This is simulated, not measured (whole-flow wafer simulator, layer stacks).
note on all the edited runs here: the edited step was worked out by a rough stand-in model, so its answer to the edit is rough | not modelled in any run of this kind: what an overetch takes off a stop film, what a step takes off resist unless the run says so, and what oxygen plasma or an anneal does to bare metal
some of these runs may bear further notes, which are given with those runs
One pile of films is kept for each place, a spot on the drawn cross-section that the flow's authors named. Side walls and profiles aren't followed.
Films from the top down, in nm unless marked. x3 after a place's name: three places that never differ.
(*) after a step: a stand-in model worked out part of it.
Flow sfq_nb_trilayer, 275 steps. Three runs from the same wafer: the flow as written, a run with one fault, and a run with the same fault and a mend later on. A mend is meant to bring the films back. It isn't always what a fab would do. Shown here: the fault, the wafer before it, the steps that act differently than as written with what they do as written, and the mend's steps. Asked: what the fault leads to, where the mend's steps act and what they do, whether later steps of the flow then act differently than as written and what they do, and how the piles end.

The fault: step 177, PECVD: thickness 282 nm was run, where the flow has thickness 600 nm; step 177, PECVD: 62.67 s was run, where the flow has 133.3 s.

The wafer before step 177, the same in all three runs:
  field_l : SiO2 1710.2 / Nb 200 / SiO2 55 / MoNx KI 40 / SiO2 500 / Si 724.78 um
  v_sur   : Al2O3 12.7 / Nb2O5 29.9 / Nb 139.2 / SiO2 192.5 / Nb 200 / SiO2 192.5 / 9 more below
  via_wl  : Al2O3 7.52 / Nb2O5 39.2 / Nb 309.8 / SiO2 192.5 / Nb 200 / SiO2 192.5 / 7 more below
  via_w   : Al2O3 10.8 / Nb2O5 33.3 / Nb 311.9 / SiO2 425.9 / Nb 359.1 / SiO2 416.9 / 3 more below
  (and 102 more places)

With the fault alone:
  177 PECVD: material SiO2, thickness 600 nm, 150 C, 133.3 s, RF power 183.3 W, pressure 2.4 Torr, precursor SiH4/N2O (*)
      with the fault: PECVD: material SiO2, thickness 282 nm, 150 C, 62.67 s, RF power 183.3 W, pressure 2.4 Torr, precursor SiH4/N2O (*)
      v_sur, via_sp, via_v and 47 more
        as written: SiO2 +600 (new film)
        with the fault: SiO2 +282 (new film)
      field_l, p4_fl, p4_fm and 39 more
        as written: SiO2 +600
        with the fault: SiO2 +282
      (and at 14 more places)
  Later steps of the flow that act differently than as written (5 more steps differ only slightly, by at most 2% or 0.5 nm, whichever is larger, and aren't shown):
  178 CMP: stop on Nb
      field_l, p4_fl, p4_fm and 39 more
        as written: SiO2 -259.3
        with the fault: nothing
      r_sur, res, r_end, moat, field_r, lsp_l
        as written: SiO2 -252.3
        with the fault: nothing
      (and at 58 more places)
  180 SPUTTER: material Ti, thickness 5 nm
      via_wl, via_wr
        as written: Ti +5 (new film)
        with the fault: Ti +3.96 (new film)
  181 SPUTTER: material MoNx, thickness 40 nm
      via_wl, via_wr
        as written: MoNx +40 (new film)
        with the fault: MoNx +32.3 (new film)
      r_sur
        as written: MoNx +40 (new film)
        with the fault: MoNx +37.7 (new film)
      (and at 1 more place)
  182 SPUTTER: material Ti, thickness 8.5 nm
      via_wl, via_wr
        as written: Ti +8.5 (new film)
        with the fault: Ti +6.62 (new film)
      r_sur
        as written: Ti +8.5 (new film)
        with the fault: Ti +7.94 (new film)
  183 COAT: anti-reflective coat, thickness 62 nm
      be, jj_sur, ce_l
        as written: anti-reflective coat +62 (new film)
        with the fault: anti-reflective coat +58.4 (new film)
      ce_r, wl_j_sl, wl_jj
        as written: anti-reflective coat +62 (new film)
        with the fault: anti-reflective coat +58.2 (new film)
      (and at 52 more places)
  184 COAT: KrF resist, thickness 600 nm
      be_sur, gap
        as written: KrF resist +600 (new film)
        with the fault: KrF resist +586.6 (new film)
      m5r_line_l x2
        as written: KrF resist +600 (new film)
        with the fault: KrF resist +580.5 (new film)
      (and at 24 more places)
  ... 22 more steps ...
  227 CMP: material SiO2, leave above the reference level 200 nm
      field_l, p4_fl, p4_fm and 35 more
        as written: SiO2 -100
        with the fault: SiO2 -41.3
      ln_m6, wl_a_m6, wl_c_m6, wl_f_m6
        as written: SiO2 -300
        with the fault: SiO2 -241.3
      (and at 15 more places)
  At the end the piles differ from the flow's by more than 2% or 0.5 nm, whichever is larger, at via_wl, via_w, via_wr and 7 more.
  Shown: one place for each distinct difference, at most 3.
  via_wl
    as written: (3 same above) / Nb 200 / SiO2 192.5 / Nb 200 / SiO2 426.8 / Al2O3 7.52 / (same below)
    with the fault: (3 same above) / Nb 200 / SiO2 299.4 / Nb 190.9 / SiO2 329 / Al2O3 7.52 / (same below)
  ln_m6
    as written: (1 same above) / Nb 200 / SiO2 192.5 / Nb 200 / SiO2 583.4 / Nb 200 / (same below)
    with the fault: (1 same above) / Nb 200 / SiO2 251.2 / Nb 200 / SiO2 524.7 / Nb 200 / (same below)
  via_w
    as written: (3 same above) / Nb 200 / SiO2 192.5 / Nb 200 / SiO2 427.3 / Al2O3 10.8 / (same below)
    with the fault: (3 same above) / Nb 200 / SiO2 300.1 / Nb 190.8 / SiO2 328.9 / Al2O3 10.8 / (same below)

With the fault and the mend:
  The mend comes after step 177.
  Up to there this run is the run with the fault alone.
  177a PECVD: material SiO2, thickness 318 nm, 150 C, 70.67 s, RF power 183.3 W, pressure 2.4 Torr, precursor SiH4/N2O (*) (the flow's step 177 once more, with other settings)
      field_l, v_sur, via_sp and 94 more
        SiO2 +318
      r_sur, res, r_end, moat, field_r, lsp_l
        SiO2 +314.4
      via_wl, via_wr
        SiO2 +303.1
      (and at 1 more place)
  Later steps of the flow that act differently than as written:
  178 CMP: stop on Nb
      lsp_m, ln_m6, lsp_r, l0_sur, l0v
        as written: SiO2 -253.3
        with the mend: SiO2 -259.3
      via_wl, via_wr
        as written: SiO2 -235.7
        with the mend: SiO2 -206.4
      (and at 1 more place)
  At the end the piles are the same as the flow's at every place that both follow.
